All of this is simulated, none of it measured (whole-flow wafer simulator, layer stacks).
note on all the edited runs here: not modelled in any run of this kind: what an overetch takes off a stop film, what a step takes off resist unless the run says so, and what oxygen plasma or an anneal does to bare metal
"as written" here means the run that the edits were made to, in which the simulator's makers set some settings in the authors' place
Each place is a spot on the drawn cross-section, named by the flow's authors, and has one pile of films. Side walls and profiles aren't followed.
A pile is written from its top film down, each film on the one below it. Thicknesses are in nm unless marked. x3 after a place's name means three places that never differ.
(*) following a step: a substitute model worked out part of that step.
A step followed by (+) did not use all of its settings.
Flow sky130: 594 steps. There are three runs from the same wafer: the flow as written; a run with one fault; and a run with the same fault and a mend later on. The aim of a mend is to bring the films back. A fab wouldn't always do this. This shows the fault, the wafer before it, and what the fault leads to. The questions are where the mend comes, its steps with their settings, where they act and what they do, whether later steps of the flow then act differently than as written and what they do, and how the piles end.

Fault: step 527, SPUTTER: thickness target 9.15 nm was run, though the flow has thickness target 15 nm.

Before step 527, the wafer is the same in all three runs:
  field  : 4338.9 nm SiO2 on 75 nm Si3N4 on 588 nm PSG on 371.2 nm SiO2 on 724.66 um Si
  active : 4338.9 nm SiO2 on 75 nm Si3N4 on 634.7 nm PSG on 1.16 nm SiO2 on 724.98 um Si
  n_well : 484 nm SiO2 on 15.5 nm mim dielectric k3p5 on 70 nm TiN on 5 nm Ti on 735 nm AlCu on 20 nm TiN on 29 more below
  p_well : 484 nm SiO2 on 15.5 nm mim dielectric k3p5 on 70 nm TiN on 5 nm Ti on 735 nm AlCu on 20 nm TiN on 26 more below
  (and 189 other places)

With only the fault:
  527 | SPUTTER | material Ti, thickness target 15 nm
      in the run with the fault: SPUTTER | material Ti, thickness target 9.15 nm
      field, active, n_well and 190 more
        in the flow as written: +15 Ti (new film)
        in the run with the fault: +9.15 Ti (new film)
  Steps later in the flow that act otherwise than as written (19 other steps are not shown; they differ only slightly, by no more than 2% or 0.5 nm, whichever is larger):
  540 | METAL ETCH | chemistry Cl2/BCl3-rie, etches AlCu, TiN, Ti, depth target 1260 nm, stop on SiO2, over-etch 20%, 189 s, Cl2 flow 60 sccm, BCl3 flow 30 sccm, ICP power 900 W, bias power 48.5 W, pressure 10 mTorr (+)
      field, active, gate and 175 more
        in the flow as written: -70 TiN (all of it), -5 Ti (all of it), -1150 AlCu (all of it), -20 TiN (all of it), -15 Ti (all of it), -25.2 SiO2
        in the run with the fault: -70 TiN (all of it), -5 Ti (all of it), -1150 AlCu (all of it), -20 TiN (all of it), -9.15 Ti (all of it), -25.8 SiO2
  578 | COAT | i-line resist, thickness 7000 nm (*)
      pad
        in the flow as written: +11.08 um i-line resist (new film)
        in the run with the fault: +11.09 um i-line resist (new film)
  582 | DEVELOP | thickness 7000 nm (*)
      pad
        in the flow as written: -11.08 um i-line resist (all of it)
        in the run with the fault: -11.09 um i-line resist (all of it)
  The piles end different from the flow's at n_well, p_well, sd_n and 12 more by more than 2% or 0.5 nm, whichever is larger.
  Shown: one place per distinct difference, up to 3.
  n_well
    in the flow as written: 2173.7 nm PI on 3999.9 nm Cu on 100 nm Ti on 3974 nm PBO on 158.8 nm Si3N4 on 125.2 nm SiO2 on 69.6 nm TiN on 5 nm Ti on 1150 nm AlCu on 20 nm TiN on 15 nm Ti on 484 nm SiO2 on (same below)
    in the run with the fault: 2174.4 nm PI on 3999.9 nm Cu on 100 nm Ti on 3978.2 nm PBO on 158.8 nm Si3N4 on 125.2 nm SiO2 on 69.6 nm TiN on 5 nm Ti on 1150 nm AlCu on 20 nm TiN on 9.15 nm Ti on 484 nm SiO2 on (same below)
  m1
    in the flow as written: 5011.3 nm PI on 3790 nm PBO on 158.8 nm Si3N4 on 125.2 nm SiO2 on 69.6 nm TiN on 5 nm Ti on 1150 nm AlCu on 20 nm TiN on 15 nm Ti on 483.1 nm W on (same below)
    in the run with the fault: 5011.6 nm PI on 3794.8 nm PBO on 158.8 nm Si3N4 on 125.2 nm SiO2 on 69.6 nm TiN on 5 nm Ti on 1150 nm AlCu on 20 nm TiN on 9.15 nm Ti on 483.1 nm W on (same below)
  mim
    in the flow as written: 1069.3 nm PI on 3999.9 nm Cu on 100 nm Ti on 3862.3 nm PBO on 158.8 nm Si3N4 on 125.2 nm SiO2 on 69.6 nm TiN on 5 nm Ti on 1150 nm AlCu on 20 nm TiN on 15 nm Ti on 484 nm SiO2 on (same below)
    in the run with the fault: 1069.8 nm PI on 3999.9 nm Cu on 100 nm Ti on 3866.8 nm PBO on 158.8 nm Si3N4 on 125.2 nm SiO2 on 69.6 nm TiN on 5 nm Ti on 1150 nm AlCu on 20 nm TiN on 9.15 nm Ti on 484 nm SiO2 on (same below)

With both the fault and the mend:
  After step 527 comes the mend.
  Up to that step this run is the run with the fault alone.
  527a | SPUTTER | material Ti, thickness target 5.85 nm (a further turn of the flow's step 527, with different settings)
      field, active, n_well and 190 more
        +5.85 Ti
  Later steps of the flow that are run all act as written at every place that is followed.
  At every place that both follow, the piles at the end match the flow's.
